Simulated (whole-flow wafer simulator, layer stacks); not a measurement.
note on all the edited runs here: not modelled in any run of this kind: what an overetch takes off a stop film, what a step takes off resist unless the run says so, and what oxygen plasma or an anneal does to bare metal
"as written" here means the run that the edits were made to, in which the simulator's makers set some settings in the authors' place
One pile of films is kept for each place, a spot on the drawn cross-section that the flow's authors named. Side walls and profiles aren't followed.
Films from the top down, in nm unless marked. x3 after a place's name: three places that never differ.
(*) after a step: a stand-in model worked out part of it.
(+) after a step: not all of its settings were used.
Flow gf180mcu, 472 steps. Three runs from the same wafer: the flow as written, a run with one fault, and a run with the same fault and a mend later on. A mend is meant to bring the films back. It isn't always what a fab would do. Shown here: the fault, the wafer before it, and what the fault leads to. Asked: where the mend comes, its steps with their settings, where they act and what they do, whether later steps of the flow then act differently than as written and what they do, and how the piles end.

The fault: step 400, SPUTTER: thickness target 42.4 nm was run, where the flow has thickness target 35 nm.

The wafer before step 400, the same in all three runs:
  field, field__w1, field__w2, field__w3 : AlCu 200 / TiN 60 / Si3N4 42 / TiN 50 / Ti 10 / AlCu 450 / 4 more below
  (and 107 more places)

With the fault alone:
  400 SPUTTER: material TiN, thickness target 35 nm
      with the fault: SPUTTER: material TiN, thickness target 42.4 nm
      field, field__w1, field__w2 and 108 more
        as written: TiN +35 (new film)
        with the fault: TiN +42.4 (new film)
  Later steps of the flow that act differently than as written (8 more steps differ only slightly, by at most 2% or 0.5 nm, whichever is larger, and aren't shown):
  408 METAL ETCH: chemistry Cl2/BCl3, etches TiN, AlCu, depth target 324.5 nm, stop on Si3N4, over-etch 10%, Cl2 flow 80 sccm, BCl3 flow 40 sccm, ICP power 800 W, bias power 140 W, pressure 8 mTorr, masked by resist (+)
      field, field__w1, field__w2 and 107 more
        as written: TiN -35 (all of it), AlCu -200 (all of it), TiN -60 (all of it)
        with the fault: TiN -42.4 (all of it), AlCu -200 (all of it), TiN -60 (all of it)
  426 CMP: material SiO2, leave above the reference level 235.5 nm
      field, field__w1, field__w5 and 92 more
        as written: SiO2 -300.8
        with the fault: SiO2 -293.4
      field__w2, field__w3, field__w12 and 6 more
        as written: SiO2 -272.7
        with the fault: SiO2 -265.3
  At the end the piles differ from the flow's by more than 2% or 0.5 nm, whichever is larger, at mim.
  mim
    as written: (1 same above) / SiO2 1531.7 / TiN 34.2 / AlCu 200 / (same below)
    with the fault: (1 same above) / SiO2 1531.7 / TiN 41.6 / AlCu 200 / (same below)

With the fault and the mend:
  The mend comes after step 407.
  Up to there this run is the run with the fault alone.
  407a STRIP: chemistry O2/N2, power 2160 W, pressure 1700 mTorr (*)
      mim
        resist -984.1 (all of it)
  407b METAL ETCH: chemistry Cl2/BCl3, etches TiN, AlCu, Ti, depth target 7.4 nm, Cl2 flow 80 sccm, BCl3 flow 40 sccm, ICP power 800 W, bias power 140 W, pressure 8 mTorr (the flow's step 260 once more, with other settings)
      field, field__w1, field__w2 and 108 more
        TiN -7.4
  407c HMDS: 120 C, 60 s (the flow's step 402 once more)
      changes no film at any place that is followed
  407d COAT: resist, thickness 1000 nm (the flow's step 403 once more)
      field, field__w1, field__w2 and 108 more
        resist +1000 (new film)
  407e SOFTBAKE: resist (the flow's step 404 once more)
      changes no film at any place that is followed
  407f EXPOSE: photomask FuseTop (the flow's step 405 once more)
      changes no film at any place that is followed
  407g PEB: resist, 70.3 s (the flow's step 406 once more)
      field, field__w1, field__w2 and 108 more
        resist -15.9
  407h DEVELOP: thickness 1000 nm, 60 s (the flow's step 407 once more)
      field, field__w1, field__w2 and 107 more
        resist -984.1 (all of it)
  No later step of the flow acts differently than as written at any place that is followed.
  At the end the piles are the same as the flow's at every place that both follow.
